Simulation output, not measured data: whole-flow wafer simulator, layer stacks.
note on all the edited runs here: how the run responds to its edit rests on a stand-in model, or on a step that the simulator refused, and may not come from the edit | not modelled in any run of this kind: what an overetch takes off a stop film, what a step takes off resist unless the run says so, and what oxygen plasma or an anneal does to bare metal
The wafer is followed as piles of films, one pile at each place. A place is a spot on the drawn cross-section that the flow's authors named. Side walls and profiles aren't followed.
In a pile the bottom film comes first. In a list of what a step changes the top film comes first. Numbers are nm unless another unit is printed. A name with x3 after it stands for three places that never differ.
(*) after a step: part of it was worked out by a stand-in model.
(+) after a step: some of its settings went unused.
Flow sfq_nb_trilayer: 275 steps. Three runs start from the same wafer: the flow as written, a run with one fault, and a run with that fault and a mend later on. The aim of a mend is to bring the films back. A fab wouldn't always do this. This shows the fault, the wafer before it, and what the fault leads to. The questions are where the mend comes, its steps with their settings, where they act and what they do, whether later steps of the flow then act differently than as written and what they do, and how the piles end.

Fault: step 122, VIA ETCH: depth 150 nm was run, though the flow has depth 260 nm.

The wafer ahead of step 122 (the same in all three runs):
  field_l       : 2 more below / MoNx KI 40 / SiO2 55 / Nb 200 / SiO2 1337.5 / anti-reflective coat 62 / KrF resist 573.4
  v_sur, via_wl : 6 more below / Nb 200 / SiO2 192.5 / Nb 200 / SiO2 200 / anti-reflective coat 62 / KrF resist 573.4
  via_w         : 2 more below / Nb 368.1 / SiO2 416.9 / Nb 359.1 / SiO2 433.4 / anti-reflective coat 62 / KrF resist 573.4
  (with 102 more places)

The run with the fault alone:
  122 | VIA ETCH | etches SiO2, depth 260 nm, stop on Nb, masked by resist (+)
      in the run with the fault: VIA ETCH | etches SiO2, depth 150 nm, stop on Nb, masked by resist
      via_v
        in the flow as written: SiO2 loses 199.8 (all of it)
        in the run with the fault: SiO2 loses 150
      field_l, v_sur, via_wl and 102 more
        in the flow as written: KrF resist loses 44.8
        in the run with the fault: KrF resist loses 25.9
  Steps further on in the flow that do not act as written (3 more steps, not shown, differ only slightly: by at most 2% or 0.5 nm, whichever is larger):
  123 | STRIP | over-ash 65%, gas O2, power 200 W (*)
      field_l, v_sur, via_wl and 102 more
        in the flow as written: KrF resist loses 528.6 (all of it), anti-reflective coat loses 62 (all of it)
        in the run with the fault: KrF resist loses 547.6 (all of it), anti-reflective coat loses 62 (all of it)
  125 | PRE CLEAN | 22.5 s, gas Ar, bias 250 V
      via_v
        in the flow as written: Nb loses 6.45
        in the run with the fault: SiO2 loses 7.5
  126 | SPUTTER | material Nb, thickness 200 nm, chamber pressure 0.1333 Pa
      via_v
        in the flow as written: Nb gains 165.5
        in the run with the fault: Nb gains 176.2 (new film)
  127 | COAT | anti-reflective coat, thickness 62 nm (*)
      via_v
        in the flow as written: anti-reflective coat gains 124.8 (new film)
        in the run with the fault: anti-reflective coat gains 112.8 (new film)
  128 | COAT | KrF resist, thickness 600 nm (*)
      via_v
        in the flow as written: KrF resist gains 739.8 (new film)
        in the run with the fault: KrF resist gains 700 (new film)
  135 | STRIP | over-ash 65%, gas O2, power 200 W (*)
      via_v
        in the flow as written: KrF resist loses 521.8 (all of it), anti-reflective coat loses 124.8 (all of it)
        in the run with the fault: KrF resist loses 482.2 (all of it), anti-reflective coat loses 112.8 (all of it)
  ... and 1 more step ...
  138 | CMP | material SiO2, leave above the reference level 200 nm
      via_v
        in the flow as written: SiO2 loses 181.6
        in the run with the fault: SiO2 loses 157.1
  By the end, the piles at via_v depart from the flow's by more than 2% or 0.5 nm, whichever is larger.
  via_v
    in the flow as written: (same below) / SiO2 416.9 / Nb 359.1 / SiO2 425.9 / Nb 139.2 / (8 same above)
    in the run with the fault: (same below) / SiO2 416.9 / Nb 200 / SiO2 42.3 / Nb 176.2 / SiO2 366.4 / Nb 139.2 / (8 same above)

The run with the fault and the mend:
  The mend follows step 123.
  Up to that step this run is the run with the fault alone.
  123a | COAT | anti-reflective coat, thickness 62 nm (*) (a further turn of the flow's step 115)
      p4_fl x3, p4_w1 x9, p4_g1 x2 and 63 more
        anti-reflective coat gains 62 (new film)
      r_sur, res, r_end and 9 more
        anti-reflective coat gains 61.8 (new film)
      field_l, jj_sur, ce_l, c5j
        anti-reflective coat gains 61.6 (new film)
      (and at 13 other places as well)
  123b | COAT | KrF resist, thickness 650 nm (*) (a further turn of the flow's step 116)
      p4_fl x3, p4_w1 x9, p4_g1 x2 and 63 more
        KrF resist gains 650 (new film)
      r_end, moat, field_r, lsp_l, l0v
        KrF resist gains 649.6 (new film)
      ln_m5, lsp_m, ln_m6, lsp_r, l0_sur
        KrF resist gains 649.7 (new film)
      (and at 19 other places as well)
  123c | SOFTBAKE | KrF resist (a further turn of the flow's step 117)
      alters no film at any place that is followed
  123d | EXPOSE | photomask I3, dose 11.91 mJ/cm2, NA 0.6, wavelength 248 nm (*) (a further turn of the flow's step 118)
      alters no film at any place that is followed
  123e | PEB | KrF resist, 90 s (a further turn of the flow's step 119)
      c5j, ce_r, sp_r and 90 more
        KrF resist loses 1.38
      field_l, v_sur, via_wl and 8 more
        KrF resist loses 1.37
      via_wr
        KrF resist loses 1.36
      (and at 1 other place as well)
  123f | DEVELOP | KrF resist, thickness 650 nm, 60 s (a further turn of the flow's step 120)
      field_l, v_sur, via_wl and 102 more
        KrF resist loses 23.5
      via_v
        KrF resist loses 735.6 (all of it)
  123g | VIA ETCH | etches anti-reflective coat, depth 125 nm, masked by resist (+) (a further turn of the flow's step 121)
      field_l, v_sur, via_wl and 102 more
        KrF resist loses 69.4
      via_v
        anti-reflective coat loses 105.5 (all of it), SiO2 loses 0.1
  123h | VIA ETCH | etches SiO2, depth 110 nm, stop on Nb, masked by resist (+) (a further turn of the flow's step 122, with different settings)
      field_l, v_sur, via_wl and 102 more
        KrF resist loses 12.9
      via_v
        SiO2 loses 49.7 (all of it)
  123i | STRIP | over-ash 65%, gas O2, power 200 W (*) (a further turn of the flow's step 123)
      p4_fl x3, p4_w1 x9, p4_g1 x2 and 63 more
        KrF resist loses 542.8 (all of it), anti-reflective coat loses 62 (all of it)
      r_end, moat, field_r, lsp_l, ln_m5, l0v
        KrF resist loses 542.4 (all of it), anti-reflective coat loses 61.8 (all of it)
      lsp_m, ln_m6, lsp_r, l0_sur
        KrF resist loses 542.5 (all of it), anti-reflective coat loses 61.8 (all of it)
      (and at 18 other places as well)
  Later steps of the flow that are run all act as written at every place that is followed.
  By the end, the piles equal the flow's at every place that both follow.
